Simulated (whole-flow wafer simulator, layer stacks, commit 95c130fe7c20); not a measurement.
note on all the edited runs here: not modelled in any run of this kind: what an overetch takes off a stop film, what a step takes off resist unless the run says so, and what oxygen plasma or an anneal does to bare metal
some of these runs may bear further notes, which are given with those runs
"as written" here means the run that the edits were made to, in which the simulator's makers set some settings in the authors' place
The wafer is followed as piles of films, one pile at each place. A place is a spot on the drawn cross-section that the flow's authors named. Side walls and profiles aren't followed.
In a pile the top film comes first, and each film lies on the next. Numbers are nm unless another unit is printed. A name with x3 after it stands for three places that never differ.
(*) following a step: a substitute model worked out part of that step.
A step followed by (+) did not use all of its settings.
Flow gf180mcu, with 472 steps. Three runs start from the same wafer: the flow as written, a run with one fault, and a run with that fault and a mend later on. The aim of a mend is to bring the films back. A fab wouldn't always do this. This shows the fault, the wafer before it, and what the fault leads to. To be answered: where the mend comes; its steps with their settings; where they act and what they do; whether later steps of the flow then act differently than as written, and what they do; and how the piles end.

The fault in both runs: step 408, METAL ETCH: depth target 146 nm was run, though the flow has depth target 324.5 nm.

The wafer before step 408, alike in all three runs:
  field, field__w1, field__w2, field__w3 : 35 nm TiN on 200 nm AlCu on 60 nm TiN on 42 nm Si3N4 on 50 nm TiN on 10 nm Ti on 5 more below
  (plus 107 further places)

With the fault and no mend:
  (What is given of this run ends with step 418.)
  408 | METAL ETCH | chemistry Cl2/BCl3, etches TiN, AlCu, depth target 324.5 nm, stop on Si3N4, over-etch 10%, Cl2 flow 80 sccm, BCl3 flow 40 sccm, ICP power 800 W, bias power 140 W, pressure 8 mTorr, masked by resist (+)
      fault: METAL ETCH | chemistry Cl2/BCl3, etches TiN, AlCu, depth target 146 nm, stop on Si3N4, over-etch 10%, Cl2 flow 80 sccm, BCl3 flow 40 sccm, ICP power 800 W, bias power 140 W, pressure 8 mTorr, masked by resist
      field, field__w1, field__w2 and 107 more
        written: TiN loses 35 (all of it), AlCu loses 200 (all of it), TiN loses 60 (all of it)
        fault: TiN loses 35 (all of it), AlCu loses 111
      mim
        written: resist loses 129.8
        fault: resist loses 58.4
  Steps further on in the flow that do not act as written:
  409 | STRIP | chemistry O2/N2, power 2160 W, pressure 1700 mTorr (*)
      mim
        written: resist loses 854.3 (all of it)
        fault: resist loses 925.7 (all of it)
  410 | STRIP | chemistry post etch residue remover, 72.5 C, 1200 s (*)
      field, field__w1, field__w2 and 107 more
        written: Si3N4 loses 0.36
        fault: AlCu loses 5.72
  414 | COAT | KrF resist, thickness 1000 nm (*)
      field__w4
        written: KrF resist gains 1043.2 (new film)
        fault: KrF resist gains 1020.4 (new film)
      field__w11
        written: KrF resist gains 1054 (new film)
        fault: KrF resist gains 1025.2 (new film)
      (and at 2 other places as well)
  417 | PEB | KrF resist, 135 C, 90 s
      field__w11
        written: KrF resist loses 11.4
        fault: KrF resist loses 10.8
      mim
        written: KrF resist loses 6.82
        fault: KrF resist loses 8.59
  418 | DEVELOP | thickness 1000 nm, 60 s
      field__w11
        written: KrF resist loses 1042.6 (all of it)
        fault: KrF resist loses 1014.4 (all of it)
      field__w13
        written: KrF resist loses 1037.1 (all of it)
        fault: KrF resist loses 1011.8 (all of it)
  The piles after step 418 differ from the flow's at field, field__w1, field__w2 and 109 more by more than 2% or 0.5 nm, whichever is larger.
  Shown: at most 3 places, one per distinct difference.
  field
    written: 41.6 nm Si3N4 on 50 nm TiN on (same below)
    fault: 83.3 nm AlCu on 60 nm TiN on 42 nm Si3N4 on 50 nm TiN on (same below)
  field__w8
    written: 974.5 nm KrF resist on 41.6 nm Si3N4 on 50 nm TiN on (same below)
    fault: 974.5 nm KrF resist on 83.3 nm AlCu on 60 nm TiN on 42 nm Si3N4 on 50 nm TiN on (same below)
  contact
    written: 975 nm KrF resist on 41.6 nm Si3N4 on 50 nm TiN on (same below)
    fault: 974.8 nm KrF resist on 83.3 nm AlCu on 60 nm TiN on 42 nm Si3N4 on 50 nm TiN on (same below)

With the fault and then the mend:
  The mend stands after step 408.
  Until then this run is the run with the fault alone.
  408a | METAL ETCH | chemistry Cl2/BCl3, etches TiN, AlCu, depth target 178.5 nm, stop on Si3N4, over-etch 10%, Cl2 flow 80 sccm, BCl3 flow 40 sccm, ICP power 800 W, bias power 140 W, pressure 8 mTorr, masked by resist (+) (the flow's step 408, run once more with other settings)
      field, field__w1, field__w2 and 107 more
        AlCu loses 89 (all of it), TiN loses 60 (all of it)
      mim
        resist loses 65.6
  Later steps of the flow that are run all act as written at every place that is followed, up to a difference of at most 2% or 0.5 nm, whichever is larger.
  By the end, the piles equal the flow's at every place that both follow.
